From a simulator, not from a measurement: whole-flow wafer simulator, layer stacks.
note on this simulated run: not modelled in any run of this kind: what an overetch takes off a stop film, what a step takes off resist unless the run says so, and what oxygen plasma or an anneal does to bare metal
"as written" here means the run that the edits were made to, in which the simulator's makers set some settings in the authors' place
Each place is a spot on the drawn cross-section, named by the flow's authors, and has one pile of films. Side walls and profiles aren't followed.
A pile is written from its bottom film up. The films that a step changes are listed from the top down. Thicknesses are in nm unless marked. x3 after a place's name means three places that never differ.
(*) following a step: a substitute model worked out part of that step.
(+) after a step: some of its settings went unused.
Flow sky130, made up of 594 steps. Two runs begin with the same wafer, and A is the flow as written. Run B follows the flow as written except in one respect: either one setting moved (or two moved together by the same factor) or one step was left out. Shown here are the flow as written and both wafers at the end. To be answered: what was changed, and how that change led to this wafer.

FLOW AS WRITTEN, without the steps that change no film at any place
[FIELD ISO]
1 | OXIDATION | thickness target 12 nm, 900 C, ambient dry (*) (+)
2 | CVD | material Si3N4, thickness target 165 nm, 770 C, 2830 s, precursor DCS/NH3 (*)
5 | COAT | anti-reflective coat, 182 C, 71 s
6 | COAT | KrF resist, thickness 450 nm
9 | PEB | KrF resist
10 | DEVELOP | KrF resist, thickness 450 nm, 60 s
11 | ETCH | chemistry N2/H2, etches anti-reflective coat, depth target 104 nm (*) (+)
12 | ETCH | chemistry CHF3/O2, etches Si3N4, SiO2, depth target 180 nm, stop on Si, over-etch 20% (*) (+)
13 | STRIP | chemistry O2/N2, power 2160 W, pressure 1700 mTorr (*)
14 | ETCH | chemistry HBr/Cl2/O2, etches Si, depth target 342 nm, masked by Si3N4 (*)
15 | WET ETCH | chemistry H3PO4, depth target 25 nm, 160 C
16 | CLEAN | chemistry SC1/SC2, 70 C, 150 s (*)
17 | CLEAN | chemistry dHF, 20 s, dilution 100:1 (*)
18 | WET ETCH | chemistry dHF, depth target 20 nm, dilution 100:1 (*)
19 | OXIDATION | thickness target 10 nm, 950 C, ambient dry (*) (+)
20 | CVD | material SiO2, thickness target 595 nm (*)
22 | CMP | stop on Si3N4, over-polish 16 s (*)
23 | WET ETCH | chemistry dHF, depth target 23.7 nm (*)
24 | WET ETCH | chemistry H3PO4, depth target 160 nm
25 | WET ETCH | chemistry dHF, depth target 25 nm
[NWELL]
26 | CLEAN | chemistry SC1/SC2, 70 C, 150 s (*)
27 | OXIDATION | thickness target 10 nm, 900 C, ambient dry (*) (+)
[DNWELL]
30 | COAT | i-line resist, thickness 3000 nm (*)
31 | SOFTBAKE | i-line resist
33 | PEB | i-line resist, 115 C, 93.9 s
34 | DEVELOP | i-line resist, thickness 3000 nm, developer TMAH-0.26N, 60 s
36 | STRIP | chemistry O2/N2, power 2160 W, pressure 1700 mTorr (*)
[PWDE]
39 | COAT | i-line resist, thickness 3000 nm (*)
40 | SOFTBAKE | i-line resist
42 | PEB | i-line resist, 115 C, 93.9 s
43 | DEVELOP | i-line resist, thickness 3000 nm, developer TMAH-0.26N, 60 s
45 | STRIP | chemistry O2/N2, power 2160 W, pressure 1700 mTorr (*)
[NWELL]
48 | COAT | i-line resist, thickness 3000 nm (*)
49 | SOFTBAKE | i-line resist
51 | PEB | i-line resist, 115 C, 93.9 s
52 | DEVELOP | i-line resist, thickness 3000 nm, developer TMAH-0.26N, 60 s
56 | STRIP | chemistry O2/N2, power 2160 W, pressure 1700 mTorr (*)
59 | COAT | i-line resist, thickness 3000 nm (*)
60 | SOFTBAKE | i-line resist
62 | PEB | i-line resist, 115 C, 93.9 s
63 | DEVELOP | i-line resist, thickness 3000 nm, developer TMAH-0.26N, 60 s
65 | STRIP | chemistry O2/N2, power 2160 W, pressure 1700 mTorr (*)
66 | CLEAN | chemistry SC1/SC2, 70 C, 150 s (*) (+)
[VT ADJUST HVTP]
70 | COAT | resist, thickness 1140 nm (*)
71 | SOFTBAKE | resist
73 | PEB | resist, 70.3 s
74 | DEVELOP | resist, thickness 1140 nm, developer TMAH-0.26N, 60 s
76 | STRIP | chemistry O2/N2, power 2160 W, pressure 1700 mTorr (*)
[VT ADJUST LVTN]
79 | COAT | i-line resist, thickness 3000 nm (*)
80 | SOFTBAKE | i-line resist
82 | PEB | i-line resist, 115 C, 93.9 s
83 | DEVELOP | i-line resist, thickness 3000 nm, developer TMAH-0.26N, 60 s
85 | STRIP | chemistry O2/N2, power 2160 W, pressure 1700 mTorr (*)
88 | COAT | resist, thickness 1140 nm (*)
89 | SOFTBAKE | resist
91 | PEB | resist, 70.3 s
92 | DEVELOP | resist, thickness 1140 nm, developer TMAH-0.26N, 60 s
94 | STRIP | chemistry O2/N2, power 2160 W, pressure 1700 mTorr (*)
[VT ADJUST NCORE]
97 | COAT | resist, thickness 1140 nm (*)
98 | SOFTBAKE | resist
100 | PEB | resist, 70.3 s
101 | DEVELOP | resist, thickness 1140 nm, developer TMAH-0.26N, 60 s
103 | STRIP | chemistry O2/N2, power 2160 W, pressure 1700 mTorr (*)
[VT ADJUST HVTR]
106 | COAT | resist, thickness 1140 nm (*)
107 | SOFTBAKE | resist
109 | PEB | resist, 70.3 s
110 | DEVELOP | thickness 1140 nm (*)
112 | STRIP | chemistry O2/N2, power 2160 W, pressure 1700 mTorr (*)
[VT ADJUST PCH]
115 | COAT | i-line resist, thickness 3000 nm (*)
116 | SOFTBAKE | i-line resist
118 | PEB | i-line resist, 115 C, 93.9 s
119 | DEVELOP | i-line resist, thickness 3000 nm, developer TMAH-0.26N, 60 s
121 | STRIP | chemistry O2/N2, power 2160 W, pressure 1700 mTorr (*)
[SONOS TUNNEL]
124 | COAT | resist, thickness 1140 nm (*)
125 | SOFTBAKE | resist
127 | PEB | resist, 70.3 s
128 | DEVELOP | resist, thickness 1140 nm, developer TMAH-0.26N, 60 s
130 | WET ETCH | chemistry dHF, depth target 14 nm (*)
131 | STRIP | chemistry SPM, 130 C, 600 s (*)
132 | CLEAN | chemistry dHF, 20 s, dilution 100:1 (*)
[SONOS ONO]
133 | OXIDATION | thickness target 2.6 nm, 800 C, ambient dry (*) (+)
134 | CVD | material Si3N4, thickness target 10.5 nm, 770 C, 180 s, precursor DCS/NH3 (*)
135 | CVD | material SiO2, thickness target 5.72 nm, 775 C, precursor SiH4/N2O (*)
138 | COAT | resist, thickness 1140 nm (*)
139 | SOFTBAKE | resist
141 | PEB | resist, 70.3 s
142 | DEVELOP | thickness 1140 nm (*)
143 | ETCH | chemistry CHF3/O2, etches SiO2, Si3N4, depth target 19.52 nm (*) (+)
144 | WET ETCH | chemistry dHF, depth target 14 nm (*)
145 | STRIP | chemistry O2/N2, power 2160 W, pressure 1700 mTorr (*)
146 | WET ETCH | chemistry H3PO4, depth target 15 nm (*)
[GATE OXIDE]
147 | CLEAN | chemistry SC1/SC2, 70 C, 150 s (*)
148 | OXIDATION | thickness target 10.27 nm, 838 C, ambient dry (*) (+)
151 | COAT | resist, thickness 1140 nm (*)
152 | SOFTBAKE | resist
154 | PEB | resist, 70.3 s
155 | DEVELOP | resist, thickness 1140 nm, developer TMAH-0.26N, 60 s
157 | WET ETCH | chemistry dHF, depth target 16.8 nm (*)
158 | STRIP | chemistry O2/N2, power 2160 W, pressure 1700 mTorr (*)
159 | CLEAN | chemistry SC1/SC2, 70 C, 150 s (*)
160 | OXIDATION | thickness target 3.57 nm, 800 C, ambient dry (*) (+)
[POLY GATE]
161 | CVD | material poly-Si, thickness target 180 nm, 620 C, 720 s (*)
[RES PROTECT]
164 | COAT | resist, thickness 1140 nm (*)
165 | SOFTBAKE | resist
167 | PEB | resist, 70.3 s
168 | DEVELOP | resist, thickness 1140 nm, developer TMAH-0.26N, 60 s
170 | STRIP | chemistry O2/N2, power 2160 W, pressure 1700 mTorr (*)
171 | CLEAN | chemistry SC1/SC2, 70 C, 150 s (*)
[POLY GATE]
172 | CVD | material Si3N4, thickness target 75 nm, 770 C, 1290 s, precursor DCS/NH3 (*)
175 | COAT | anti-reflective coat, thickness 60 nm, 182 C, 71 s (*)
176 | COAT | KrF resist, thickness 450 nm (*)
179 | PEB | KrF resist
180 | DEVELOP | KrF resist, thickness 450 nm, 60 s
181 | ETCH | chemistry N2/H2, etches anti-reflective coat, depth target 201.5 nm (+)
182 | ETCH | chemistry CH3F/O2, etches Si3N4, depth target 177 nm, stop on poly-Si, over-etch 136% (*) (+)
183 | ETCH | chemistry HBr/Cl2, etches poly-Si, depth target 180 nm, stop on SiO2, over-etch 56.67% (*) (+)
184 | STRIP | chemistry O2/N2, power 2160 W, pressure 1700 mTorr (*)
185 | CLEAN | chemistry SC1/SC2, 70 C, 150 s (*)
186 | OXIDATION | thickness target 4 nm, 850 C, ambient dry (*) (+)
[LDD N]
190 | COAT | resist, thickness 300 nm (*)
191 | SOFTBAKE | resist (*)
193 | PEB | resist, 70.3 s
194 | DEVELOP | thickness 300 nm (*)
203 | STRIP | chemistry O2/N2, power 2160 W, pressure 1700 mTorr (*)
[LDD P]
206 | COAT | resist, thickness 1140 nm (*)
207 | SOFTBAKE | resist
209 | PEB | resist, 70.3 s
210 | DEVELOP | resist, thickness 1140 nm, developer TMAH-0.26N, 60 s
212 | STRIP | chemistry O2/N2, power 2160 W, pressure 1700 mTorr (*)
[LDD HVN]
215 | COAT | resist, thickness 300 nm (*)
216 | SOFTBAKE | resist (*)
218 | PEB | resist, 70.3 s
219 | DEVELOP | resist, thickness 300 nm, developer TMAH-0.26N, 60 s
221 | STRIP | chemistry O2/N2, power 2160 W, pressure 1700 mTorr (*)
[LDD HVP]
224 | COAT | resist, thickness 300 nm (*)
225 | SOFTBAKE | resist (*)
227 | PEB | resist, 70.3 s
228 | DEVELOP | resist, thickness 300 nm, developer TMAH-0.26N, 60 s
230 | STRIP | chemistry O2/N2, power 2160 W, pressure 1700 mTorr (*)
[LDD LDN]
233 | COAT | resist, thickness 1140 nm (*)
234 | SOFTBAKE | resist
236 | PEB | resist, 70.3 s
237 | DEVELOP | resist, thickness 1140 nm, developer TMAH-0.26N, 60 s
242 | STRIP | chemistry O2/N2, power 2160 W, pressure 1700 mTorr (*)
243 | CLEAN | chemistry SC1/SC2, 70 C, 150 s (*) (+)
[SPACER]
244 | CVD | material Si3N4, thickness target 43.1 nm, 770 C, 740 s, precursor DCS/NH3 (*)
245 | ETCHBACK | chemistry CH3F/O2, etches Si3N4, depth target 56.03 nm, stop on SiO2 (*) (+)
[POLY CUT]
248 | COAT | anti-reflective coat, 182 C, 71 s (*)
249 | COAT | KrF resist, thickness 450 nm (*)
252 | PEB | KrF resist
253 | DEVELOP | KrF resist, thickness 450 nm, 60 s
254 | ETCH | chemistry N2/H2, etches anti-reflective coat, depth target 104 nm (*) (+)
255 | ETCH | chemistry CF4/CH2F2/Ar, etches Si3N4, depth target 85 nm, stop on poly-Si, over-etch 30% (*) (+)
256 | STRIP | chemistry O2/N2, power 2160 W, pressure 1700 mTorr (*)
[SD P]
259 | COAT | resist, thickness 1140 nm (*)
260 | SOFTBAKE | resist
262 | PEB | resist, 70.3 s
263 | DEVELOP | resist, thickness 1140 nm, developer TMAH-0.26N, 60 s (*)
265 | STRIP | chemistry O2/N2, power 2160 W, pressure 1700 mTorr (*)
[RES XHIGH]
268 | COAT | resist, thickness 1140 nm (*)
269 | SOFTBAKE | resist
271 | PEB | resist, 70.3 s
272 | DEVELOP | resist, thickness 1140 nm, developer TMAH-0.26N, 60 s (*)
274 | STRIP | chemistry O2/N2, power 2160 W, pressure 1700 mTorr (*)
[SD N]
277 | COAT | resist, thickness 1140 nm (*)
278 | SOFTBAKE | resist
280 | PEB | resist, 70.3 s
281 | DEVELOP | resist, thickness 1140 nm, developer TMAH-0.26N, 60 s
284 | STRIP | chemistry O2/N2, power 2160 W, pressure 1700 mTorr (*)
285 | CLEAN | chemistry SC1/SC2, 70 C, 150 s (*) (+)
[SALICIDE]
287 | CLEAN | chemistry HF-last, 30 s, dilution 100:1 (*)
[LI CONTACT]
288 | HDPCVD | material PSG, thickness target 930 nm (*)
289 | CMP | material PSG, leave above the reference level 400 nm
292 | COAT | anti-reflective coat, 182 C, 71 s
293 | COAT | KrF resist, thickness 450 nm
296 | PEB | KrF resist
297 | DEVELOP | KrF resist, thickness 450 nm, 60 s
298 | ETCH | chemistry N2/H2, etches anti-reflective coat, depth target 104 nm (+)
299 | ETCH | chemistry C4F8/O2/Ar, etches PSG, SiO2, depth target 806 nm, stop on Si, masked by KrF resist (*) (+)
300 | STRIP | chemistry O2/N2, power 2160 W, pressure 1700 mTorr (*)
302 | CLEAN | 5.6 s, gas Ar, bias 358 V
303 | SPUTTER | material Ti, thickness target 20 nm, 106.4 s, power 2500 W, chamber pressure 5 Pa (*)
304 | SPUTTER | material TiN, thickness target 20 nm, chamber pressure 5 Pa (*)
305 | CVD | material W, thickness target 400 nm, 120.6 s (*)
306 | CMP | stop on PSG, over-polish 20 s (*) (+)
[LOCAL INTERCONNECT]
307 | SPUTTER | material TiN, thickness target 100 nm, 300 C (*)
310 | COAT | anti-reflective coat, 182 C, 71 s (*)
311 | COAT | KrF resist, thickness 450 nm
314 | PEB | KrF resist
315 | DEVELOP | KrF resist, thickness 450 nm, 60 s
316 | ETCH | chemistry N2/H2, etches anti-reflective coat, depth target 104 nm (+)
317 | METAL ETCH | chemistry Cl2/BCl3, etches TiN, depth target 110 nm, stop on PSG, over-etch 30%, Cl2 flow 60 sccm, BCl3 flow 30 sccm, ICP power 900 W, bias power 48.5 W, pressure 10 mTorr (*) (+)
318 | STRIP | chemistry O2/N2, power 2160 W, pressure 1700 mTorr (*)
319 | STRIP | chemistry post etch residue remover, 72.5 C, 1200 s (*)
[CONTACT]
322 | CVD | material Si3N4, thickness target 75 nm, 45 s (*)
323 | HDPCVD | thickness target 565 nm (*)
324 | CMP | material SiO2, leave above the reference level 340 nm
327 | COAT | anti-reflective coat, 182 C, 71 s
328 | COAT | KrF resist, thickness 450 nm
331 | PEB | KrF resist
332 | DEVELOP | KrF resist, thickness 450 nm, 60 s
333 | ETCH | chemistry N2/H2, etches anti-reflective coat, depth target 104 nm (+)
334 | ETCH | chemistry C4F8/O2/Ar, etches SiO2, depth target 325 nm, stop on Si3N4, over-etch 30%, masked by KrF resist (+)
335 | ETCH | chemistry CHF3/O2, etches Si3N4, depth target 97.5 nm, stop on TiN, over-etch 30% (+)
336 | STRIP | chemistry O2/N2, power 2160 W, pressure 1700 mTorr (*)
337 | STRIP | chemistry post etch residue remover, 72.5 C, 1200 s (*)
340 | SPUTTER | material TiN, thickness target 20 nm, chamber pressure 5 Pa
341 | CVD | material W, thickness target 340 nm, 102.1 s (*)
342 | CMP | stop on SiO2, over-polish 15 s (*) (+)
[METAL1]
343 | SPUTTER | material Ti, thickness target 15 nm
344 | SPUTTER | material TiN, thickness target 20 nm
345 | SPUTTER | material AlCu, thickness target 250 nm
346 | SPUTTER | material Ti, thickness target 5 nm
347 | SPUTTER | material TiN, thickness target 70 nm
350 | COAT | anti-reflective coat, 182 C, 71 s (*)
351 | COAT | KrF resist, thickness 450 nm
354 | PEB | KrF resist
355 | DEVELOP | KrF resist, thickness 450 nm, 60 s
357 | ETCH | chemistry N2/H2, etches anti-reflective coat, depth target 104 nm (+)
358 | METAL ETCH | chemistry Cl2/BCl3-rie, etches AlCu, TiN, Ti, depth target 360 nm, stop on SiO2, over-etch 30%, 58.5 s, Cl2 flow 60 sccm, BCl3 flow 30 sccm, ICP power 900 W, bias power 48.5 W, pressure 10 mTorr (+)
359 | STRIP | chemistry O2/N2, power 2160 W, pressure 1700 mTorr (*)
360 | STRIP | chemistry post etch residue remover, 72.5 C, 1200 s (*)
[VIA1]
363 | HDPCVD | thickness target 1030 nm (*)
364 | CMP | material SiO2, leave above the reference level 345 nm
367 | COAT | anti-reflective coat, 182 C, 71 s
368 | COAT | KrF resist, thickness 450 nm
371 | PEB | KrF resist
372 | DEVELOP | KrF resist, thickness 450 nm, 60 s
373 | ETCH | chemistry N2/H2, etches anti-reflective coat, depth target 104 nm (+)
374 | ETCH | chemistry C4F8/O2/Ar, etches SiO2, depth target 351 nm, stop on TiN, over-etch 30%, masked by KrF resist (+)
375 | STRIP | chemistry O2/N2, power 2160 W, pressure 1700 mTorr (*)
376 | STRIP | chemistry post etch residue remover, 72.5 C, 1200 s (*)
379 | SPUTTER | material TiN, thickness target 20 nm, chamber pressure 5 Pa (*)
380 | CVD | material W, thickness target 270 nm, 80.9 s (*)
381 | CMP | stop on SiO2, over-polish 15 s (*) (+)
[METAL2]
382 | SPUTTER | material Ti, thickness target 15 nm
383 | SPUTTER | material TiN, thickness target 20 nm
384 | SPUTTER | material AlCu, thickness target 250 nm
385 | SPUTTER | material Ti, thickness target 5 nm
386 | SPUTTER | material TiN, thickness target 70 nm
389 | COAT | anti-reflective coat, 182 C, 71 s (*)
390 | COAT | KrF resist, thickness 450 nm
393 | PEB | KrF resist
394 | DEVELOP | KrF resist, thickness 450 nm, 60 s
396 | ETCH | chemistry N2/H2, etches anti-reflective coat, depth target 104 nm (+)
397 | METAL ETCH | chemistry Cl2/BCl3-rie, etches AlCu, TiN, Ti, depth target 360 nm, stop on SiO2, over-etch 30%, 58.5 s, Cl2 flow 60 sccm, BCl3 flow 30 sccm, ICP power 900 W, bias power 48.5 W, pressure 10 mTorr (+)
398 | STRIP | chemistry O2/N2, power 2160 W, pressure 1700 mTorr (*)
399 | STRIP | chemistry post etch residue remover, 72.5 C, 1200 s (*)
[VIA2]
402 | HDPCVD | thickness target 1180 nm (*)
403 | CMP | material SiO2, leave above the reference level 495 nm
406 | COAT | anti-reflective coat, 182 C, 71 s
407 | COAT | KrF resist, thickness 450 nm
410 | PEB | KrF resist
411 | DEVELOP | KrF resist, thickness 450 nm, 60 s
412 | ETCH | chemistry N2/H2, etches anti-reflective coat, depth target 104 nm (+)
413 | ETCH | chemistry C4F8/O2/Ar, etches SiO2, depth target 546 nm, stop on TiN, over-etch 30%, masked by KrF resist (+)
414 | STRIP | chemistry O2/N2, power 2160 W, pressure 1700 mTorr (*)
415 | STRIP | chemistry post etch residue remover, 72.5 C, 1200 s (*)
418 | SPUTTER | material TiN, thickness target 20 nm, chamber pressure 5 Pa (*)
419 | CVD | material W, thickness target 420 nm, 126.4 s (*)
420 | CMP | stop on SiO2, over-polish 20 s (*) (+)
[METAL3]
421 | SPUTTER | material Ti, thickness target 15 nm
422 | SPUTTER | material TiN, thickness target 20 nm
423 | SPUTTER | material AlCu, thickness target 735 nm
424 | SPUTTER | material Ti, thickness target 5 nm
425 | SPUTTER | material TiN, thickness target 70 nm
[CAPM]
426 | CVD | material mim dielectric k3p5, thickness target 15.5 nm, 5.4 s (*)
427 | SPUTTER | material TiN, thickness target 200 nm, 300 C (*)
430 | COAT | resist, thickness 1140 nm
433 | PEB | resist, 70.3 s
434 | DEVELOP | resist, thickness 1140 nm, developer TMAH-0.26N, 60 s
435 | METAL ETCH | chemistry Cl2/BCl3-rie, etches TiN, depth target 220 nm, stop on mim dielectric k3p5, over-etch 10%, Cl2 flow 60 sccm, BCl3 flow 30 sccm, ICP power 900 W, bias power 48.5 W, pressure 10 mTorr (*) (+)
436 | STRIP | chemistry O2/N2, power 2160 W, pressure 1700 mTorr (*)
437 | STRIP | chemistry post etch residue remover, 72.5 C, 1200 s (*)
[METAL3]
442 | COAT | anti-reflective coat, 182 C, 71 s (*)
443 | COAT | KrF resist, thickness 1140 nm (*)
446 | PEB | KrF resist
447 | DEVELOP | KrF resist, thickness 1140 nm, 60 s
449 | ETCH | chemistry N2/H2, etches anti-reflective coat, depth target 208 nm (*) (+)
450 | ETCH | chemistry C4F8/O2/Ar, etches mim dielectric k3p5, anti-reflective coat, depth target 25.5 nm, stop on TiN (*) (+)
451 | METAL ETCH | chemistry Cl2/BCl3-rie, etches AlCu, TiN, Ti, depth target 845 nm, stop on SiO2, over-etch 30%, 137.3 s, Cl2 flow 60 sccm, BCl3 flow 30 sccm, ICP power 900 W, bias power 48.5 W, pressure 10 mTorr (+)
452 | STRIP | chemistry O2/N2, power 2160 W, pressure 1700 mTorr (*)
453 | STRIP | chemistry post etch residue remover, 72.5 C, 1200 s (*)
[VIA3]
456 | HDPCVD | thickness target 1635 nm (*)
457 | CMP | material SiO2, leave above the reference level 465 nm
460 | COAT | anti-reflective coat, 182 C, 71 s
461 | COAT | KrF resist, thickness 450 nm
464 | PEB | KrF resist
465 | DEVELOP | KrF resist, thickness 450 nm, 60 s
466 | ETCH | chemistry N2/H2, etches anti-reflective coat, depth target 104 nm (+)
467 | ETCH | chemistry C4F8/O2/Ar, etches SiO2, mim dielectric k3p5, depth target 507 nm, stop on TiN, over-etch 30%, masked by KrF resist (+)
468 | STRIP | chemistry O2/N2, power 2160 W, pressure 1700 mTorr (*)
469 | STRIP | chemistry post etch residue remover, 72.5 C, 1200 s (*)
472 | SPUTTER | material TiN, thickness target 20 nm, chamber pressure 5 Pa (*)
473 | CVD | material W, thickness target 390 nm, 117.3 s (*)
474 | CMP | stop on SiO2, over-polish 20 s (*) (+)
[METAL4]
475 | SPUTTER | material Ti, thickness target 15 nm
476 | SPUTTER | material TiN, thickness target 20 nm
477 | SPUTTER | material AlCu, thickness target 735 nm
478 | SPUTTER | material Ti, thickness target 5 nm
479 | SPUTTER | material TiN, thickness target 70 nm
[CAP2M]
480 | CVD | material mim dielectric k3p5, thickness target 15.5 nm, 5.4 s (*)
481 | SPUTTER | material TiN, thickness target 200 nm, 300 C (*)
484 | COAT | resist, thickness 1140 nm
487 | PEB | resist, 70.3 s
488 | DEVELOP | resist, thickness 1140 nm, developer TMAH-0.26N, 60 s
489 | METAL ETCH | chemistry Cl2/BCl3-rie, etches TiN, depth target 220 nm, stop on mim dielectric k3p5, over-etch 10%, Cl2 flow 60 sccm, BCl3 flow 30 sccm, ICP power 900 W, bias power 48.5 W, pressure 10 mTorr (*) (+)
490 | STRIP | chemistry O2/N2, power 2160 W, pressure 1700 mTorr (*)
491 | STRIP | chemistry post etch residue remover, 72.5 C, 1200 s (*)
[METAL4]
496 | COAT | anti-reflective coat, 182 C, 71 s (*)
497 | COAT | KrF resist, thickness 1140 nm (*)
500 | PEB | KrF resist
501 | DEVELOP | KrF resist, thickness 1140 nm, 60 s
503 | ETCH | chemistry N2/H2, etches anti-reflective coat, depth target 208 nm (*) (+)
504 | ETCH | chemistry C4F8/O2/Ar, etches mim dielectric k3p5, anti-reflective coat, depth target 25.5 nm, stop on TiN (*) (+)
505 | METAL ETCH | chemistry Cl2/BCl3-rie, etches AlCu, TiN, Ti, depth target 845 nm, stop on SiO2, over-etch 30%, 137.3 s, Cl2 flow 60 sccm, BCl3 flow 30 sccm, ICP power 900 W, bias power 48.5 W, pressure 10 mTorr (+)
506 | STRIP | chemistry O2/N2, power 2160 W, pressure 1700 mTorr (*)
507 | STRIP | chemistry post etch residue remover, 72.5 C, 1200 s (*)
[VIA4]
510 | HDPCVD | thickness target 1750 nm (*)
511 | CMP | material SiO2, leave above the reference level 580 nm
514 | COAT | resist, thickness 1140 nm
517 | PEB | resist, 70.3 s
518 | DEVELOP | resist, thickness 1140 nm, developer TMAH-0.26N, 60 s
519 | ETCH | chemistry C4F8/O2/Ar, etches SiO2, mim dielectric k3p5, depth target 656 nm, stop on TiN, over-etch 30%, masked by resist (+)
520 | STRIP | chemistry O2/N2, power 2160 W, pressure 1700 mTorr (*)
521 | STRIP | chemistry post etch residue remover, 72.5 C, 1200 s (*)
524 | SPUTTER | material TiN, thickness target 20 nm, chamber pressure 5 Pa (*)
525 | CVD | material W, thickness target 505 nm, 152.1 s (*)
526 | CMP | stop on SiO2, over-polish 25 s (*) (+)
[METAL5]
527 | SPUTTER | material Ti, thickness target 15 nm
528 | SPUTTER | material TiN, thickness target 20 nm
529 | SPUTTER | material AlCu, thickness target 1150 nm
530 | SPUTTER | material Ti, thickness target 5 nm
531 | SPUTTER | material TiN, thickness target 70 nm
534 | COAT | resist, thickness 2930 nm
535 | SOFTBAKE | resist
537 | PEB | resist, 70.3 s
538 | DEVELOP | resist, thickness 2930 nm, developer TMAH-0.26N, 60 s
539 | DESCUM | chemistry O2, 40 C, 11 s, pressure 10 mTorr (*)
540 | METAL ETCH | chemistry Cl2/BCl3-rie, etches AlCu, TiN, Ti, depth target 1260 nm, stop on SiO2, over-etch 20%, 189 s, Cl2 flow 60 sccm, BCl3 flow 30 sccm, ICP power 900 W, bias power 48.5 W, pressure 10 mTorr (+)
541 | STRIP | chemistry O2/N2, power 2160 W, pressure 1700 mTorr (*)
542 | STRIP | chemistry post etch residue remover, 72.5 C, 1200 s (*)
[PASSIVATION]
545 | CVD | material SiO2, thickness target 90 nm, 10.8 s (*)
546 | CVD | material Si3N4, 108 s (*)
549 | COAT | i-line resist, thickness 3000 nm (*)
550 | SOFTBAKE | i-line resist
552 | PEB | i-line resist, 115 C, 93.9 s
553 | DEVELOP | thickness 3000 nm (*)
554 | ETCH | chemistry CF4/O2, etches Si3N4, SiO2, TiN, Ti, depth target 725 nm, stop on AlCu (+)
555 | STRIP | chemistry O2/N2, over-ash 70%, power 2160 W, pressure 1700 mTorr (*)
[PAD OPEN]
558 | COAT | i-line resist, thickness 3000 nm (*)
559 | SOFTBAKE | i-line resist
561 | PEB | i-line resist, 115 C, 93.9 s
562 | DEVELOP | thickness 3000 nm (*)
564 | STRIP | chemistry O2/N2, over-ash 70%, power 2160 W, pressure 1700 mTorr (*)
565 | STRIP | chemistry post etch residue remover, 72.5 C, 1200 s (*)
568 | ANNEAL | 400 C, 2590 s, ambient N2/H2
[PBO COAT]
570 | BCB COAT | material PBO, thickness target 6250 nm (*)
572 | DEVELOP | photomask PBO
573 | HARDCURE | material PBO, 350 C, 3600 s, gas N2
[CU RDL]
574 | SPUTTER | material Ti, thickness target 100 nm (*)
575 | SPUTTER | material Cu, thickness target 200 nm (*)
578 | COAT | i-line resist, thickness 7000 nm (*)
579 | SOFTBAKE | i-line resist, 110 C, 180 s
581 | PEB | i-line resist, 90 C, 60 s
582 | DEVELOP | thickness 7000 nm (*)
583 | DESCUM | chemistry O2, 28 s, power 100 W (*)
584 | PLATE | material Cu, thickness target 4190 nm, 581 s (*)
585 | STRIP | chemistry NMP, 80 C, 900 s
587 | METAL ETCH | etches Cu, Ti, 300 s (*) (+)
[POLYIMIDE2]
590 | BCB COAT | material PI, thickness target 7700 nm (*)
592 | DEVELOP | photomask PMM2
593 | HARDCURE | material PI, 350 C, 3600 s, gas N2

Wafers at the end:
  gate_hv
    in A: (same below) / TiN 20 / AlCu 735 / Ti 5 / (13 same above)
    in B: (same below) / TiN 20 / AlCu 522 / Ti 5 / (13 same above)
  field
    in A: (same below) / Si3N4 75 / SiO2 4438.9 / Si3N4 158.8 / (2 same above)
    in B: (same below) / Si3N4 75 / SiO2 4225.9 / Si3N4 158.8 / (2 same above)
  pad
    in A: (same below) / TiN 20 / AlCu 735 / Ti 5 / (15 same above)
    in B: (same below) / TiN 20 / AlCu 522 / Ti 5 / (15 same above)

The reason: step 423, SPUTTER: thickness target 522 nm was run, whereas the flow has thickness target 735 nm.
One can read it off the wafer: gate_hv has AlCu 522, and step 423 as written asks for 735 nm.

How this came from the change, step by step:
  423 | SPUTTER | material AlCu, thickness target 735 nm
      field, active, n_well and 188 more: A +735 AlCu (new film) | B +522 AlCu (new film)
  451 | METAL ETCH | chemistry Cl2/BCl3-rie, etches AlCu, TiN, Ti, depth target 845 nm, stop on SiO2, over-etch 30%, 137.3 s, Cl2 flow 60 sccm, BCl3 flow 30 sccm, ICP power 900 W, bias power 48.5 W, pressure 10 mTorr (+)
      field, gate, spacer and 61 more: A -70 TiN (all of it), -5 Ti (all of it), -735 AlCu (all of it), -20 TiN (all of it), -15 Ti (all of it), -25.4 SiO2 | B -70 TiN (all of it), -5 Ti (all of it), -522 AlCu (all of it), -20 TiN (all of it), -15 Ti (all of it), -46.6 SiO2
      vpp_ln, vpp_iso2, ndiff_ln, ndiff_cd, via1_hole, via1_enc, via_li1, m2_ln_cd: A -70 TiN (all of it), -5 Ti (all of it), -735 AlCu (all of it), -20 TiN (all of it), -15 Ti (all of it), -25.3 SiO2 | B -70 TiN (all of it), -5 Ti (all of it), -522 AlCu (all of it), -20 TiN (all of it), -15 Ti (all of it), -46.6 SiO2
      (also at 13 further places)
  457 | CMP | material SiO2, leave above the reference level 465 nm
      field, active, gate and 82 more: A -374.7 SiO2 | B -566.3 SiO2
